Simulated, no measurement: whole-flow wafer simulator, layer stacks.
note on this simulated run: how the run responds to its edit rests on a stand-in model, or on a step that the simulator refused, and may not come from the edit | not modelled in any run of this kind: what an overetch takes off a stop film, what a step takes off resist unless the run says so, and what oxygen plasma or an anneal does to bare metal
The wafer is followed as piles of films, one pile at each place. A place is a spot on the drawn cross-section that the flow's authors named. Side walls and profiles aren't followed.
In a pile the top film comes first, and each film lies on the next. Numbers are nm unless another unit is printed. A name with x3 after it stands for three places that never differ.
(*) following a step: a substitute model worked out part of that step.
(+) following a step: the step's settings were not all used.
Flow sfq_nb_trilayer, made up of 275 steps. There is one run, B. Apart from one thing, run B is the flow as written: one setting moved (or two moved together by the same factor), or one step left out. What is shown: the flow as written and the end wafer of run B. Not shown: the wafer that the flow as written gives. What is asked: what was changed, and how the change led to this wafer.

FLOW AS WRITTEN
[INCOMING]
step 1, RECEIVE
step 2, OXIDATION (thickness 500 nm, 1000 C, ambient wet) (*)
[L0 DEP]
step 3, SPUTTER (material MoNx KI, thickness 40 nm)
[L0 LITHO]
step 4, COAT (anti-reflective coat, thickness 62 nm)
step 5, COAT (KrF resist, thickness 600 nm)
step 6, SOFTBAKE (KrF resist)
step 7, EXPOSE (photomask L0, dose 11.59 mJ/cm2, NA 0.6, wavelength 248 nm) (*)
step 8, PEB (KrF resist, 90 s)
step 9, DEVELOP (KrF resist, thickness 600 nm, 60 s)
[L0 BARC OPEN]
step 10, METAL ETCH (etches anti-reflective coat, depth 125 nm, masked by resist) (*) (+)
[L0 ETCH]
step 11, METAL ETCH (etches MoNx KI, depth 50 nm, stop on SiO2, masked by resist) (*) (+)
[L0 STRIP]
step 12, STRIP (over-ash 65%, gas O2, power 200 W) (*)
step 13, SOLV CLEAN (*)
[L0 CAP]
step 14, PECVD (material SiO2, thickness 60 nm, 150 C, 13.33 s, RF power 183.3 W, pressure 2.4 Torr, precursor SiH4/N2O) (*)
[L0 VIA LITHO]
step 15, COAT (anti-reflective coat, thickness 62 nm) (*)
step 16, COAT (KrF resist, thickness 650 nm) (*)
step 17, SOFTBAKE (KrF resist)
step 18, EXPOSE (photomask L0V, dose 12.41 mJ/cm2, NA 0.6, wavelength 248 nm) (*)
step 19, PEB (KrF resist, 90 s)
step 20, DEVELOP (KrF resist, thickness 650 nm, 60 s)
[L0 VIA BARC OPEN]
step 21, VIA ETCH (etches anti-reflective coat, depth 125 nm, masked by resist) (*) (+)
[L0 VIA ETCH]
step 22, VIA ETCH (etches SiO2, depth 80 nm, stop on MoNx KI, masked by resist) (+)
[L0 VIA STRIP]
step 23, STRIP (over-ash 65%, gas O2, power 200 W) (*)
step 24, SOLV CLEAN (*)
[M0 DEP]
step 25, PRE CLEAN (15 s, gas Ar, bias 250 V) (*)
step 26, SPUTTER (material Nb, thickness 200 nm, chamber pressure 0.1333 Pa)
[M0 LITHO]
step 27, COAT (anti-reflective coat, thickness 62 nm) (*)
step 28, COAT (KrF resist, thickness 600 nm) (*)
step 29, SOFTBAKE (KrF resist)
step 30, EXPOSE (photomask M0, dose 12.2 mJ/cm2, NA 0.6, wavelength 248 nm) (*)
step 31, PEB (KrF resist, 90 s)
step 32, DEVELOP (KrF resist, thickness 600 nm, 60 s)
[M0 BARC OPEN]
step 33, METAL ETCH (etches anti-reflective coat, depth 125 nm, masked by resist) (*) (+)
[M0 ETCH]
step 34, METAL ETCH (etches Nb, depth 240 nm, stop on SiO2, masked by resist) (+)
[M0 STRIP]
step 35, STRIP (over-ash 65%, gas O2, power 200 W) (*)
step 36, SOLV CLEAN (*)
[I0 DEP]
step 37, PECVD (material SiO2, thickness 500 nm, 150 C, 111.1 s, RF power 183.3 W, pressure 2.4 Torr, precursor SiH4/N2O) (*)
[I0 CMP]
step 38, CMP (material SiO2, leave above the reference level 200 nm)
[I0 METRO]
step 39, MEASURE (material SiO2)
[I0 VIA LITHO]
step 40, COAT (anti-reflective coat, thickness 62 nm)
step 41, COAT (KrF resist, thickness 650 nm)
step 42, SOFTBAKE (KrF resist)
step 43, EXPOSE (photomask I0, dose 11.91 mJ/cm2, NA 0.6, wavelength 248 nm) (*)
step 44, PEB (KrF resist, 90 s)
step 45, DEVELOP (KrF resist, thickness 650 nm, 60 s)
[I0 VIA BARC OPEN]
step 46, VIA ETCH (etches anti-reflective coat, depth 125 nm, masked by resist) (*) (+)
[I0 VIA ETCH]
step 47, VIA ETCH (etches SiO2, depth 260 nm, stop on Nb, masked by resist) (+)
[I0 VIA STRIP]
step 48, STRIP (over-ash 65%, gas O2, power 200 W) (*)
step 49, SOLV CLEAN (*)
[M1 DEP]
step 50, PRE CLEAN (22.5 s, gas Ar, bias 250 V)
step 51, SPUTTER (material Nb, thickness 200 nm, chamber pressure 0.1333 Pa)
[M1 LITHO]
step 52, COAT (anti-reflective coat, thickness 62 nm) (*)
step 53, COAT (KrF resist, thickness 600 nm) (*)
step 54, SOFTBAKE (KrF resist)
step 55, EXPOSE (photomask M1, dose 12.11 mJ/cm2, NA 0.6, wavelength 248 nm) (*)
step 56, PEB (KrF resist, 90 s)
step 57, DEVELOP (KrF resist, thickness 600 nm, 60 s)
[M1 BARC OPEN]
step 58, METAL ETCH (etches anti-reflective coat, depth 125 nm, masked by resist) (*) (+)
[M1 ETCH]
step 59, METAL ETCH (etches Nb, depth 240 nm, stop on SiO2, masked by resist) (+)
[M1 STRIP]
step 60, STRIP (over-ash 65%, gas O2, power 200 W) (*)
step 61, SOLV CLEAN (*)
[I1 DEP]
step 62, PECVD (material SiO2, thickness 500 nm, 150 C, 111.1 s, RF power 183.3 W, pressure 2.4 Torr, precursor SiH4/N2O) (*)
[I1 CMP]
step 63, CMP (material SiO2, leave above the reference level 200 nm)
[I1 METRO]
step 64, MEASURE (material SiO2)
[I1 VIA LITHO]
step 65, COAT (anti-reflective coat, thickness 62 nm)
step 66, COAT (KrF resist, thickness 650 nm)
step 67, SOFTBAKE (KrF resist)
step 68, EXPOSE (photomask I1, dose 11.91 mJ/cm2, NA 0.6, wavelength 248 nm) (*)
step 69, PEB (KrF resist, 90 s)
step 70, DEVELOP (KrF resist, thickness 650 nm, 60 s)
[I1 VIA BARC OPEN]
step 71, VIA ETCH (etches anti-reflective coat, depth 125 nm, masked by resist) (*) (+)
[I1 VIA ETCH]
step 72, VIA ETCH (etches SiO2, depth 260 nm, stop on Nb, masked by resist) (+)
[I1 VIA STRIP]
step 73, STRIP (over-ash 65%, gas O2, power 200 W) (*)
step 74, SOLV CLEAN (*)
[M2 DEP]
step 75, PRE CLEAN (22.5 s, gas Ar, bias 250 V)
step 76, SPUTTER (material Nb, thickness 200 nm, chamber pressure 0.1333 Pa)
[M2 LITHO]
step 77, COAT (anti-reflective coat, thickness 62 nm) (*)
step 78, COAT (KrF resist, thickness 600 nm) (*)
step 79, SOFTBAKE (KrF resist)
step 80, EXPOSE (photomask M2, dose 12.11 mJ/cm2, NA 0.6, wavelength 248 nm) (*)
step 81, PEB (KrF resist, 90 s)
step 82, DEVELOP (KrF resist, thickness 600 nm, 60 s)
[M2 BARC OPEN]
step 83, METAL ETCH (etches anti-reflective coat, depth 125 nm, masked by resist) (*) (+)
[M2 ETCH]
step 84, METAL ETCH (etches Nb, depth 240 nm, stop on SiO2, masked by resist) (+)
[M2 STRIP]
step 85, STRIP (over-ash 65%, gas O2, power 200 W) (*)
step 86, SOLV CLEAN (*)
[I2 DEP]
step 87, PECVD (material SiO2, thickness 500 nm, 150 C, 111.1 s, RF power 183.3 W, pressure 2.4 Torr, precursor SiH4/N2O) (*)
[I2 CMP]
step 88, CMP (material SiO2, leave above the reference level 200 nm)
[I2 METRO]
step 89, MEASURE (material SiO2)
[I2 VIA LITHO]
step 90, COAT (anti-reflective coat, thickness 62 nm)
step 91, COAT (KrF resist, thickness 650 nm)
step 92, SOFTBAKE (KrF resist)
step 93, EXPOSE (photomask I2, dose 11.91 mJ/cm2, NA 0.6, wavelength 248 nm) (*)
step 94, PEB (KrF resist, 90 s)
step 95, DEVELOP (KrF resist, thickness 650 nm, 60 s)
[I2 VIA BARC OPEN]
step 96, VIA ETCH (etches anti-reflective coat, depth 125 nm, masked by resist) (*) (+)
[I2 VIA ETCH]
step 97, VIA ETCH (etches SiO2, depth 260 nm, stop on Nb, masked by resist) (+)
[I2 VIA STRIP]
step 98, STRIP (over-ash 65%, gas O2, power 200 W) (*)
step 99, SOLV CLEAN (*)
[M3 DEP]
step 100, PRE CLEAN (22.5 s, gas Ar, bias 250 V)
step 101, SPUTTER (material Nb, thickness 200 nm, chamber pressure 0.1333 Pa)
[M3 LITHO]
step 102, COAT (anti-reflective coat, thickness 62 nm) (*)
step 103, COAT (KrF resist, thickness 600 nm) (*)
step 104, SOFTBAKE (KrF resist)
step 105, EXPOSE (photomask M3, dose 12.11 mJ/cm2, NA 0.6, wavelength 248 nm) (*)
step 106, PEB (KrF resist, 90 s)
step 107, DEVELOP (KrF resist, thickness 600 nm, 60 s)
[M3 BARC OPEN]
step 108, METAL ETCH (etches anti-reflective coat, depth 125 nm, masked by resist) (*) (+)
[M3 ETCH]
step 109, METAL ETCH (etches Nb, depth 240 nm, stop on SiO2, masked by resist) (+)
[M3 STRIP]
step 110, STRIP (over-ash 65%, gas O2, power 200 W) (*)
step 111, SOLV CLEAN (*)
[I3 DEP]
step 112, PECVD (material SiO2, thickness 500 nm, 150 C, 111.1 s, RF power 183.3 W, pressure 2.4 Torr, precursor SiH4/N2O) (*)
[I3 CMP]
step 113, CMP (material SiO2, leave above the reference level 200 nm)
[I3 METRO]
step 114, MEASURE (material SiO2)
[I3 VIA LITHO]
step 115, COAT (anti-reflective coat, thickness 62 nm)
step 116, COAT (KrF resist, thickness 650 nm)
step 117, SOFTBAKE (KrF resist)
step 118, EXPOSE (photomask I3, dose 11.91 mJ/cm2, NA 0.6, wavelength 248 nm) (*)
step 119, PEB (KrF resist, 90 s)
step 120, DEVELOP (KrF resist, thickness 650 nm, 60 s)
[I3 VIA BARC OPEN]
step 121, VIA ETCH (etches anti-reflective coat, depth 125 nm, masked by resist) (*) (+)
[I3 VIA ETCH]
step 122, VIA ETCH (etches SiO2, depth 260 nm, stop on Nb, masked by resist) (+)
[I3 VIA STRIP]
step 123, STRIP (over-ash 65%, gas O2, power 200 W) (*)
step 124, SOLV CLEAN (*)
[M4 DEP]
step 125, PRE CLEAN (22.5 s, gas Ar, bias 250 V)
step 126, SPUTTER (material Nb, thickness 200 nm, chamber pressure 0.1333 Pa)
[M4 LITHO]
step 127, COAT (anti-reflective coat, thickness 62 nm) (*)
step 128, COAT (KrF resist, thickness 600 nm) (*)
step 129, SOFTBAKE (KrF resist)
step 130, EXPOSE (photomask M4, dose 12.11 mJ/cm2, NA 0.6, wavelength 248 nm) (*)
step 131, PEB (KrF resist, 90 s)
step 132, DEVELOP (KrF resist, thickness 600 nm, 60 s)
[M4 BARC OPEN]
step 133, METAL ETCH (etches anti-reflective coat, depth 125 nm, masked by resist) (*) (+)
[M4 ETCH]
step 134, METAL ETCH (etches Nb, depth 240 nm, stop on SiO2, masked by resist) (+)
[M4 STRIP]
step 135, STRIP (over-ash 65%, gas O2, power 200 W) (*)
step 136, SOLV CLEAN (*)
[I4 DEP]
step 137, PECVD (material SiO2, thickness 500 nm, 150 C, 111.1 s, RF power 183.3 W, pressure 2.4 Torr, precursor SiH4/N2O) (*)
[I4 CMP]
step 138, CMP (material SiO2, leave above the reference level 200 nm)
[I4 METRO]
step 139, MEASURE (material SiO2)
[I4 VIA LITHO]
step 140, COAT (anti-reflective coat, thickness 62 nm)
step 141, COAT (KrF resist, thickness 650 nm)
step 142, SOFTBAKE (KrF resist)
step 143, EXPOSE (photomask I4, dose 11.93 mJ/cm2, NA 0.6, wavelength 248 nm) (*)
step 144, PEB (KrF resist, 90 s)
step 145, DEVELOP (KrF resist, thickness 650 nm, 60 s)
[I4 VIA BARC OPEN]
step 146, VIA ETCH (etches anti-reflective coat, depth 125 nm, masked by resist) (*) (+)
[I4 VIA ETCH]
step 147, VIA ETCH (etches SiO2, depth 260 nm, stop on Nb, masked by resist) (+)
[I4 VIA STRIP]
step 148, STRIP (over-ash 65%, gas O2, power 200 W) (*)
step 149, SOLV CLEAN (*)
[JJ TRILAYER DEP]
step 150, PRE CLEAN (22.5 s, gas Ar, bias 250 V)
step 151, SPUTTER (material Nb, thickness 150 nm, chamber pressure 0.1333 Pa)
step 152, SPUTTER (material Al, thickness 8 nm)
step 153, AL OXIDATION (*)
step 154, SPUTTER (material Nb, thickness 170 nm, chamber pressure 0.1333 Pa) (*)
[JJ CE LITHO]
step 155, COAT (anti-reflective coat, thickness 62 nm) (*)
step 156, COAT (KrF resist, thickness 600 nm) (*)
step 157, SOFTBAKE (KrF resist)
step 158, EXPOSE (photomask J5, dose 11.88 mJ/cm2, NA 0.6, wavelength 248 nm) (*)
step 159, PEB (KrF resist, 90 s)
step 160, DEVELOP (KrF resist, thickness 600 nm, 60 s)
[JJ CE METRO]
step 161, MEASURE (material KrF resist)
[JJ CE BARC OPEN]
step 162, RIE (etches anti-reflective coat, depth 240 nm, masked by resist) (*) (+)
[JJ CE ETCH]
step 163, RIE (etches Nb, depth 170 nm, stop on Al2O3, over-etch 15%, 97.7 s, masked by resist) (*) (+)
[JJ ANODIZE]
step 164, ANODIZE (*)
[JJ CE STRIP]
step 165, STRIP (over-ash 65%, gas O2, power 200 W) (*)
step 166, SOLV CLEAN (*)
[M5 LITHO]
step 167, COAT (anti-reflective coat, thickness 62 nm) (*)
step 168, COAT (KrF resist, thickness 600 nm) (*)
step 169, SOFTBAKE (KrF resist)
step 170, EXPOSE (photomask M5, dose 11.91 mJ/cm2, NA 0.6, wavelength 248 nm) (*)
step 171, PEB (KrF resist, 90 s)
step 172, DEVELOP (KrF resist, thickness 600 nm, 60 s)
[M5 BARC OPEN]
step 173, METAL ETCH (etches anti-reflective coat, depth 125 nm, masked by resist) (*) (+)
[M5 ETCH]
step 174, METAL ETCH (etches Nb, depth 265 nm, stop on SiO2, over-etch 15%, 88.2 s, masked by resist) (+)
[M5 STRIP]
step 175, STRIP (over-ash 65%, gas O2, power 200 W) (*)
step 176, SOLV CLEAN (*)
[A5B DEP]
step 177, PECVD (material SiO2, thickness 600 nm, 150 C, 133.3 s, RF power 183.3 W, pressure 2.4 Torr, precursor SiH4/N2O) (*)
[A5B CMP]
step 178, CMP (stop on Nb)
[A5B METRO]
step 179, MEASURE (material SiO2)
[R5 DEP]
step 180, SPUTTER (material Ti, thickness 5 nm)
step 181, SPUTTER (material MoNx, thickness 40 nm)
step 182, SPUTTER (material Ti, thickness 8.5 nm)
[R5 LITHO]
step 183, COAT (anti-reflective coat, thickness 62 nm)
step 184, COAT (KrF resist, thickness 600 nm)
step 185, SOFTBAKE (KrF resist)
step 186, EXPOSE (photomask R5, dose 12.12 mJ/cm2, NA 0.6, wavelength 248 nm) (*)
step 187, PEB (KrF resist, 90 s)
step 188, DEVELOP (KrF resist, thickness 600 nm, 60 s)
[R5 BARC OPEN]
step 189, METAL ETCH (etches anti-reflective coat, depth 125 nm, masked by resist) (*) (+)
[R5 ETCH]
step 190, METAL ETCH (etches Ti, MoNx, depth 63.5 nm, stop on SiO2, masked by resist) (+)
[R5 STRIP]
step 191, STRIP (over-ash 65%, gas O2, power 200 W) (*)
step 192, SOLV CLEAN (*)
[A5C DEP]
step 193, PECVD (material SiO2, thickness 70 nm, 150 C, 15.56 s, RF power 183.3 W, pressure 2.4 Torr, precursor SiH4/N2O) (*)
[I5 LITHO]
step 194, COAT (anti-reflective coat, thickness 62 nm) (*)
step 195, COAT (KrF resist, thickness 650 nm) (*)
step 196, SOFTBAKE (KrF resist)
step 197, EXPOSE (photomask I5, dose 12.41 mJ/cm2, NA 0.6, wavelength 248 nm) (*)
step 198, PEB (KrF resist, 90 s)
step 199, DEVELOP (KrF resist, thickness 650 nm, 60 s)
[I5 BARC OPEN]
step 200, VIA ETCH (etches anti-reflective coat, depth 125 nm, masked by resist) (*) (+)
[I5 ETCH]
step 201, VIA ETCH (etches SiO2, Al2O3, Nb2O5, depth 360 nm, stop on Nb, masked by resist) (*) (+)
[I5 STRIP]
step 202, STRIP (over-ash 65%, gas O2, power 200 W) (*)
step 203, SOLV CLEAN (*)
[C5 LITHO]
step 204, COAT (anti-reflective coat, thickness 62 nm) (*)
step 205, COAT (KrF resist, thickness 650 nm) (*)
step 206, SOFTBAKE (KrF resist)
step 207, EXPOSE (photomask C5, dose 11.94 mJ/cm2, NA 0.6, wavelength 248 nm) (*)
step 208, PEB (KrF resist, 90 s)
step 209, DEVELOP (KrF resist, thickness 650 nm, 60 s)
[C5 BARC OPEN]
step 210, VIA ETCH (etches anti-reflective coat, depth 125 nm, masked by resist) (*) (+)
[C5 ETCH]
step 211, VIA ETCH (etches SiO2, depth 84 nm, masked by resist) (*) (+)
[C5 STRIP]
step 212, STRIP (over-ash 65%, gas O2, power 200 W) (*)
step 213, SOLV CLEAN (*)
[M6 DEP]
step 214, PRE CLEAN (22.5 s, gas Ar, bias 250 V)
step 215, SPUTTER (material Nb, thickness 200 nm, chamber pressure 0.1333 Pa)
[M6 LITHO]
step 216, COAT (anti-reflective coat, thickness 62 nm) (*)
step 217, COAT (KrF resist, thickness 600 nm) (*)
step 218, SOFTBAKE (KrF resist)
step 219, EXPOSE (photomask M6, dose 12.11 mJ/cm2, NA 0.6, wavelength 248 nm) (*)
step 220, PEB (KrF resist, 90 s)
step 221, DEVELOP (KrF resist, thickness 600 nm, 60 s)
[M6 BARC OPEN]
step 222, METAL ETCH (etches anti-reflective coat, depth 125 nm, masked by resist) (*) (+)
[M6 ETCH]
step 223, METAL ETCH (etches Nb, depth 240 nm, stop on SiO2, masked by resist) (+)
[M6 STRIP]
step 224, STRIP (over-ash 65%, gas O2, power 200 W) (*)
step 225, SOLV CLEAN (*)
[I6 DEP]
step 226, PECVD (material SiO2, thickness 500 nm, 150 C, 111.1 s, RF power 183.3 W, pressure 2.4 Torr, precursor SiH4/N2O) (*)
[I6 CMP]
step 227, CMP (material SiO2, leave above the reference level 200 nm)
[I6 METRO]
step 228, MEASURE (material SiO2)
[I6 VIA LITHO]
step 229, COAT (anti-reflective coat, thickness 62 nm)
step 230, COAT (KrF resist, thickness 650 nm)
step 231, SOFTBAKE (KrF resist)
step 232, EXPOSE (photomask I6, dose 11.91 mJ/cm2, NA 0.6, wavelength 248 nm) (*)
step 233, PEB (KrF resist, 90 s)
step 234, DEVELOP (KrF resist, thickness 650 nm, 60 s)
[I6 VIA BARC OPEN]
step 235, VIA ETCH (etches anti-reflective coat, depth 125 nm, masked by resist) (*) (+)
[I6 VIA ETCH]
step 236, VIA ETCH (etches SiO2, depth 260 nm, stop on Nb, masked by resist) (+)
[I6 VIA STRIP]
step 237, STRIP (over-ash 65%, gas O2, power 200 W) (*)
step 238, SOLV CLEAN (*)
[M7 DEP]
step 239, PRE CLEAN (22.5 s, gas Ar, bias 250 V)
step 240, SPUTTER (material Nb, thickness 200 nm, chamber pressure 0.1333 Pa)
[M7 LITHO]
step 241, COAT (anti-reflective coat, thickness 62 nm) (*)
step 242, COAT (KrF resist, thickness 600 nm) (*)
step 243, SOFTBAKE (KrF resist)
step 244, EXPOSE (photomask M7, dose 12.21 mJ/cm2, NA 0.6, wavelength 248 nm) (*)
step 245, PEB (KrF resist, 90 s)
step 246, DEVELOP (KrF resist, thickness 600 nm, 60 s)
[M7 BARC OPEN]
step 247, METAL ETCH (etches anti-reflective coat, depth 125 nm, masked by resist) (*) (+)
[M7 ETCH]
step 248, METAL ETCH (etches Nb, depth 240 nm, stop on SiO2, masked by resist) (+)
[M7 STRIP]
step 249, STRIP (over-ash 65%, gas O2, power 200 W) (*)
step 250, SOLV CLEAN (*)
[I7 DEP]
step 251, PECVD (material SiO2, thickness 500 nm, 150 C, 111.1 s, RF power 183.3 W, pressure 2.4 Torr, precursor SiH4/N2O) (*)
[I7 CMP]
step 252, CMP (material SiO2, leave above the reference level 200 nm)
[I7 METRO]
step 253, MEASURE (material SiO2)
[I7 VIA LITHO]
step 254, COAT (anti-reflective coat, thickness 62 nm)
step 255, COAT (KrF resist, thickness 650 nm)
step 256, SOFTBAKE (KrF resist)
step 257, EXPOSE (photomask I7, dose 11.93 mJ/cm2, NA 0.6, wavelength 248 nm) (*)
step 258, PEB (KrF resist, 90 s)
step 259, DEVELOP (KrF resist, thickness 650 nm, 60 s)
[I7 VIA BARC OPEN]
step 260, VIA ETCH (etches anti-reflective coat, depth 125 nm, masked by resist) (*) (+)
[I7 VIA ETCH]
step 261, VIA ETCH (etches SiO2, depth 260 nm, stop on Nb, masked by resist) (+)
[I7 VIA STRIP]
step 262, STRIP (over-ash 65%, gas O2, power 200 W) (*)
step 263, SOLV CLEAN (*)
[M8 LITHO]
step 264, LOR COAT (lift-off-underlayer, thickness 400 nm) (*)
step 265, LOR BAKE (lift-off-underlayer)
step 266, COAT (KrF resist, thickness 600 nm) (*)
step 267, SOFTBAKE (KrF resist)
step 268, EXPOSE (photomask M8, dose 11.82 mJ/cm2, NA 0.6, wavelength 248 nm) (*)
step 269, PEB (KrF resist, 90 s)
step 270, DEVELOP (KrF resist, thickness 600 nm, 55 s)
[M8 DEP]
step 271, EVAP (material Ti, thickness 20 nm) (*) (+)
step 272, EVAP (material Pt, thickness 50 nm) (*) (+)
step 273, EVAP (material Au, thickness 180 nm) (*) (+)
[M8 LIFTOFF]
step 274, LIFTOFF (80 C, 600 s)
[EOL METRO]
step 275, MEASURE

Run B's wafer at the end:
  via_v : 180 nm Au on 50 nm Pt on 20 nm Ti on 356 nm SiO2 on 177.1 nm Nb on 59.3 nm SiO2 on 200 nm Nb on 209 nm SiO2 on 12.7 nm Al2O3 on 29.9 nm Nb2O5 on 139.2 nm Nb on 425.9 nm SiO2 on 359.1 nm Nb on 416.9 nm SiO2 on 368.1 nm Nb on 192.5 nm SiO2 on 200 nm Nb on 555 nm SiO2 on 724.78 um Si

The reason: step 236, VIA ETCH: depth 133 nm was run, whereas the flow has depth 260 nm.

The path from the change to this, step by step:
  step 236, VIA ETCH (etches SiO2, depth 260 nm, stop on Nb, masked by resist) (+)
      via_v: -133 SiO2 (as written it would have been: -199.8 SiO2 (all of it))
      field_l, v_sur, via_wl and 102 more: -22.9 KrF resist (as written it would have been: -44.8 KrF resist)
  step 237, STRIP (over-ash 65%, gas O2, power 200 W) (*)
      field_l, v_sur, via_wl and 102 more: -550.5 KrF resist (all of it), -62 anti-reflective coat (all of it) (as written it would have been: -528.6 KrF resist (all of it), -62 anti-reflective coat (all of it))
  step 239, PRE CLEAN (22.5 s, gas Ar, bias 250 V)
      via_v: -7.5 SiO2 (as written it would have been: -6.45 Nb)
  step 240, SPUTTER (material Nb, thickness 200 nm, chamber pressure 0.1333 Pa)
      via_v: +177.1 Nb (new film) (as written it would have been: +161.1 Nb)
  step 241, COAT (anti-reflective coat, thickness 62 nm) (*)
      via_sp: +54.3 anti-reflective coat (new film) (as written it would have been: +53.1 anti-reflective coat (new film))
      via_v: +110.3 anti-reflective coat (new film) (as written it would have been: +126 anti-reflective coat (new film))
      (and at 1 other place as well)
  step 242, COAT (KrF resist, thickness 600 nm) (*)
      via_v: +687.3 KrF resist (new film) (as written it would have been: +742.5 KrF resist (new film))
  step 249, STRIP (over-ash 65%, gas O2, power 200 W) (*)
      via_sp: -378.2 KrF resist (all of it), -54.3 anti-reflective coat (all of it) (as written it would have been: -373.6 KrF resist (all of it), -53.1 anti-reflective coat (all of it))
      via_v: -469.4 KrF resist (all of it), -110.3 anti-reflective coat (all of it) (as written it would have been: -524.5 KrF resist (all of it), -126 anti-reflective coat (all of it))
      (and at 1 other place as well)
  step 251, PECVD (material SiO2, thickness 500 nm, 150 C, 111.1 s, RF power 183.3 W, pressure 2.4 Torr, precursor SiH4/N2O) (*)
      via_v: +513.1 SiO2 (new film) (as written it would have been: +621 SiO2 (new film))
  step 252, CMP (material SiO2, leave above the reference level 200 nm)
      via_v: -157.1 SiO2 (as written it would have been: -183.1 SiO2)
If metal films that touch count as one body, via_v has 7 bodies (between them, from the top down: SiO2 356; SiO2 59.3; SiO2 209 / Al2O3 12.7 / Nb2O5 29.9; SiO2 425.9; SiO2 416.9; SiO2 192.5); the flow as written gives 6 bodies (between them, from the top down: SiO2 437.8; SiO2 209 / Al2O3 12.7 / Nb2O5 29.9; SiO2 425.9; SiO2 416.9; SiO2 192.5).
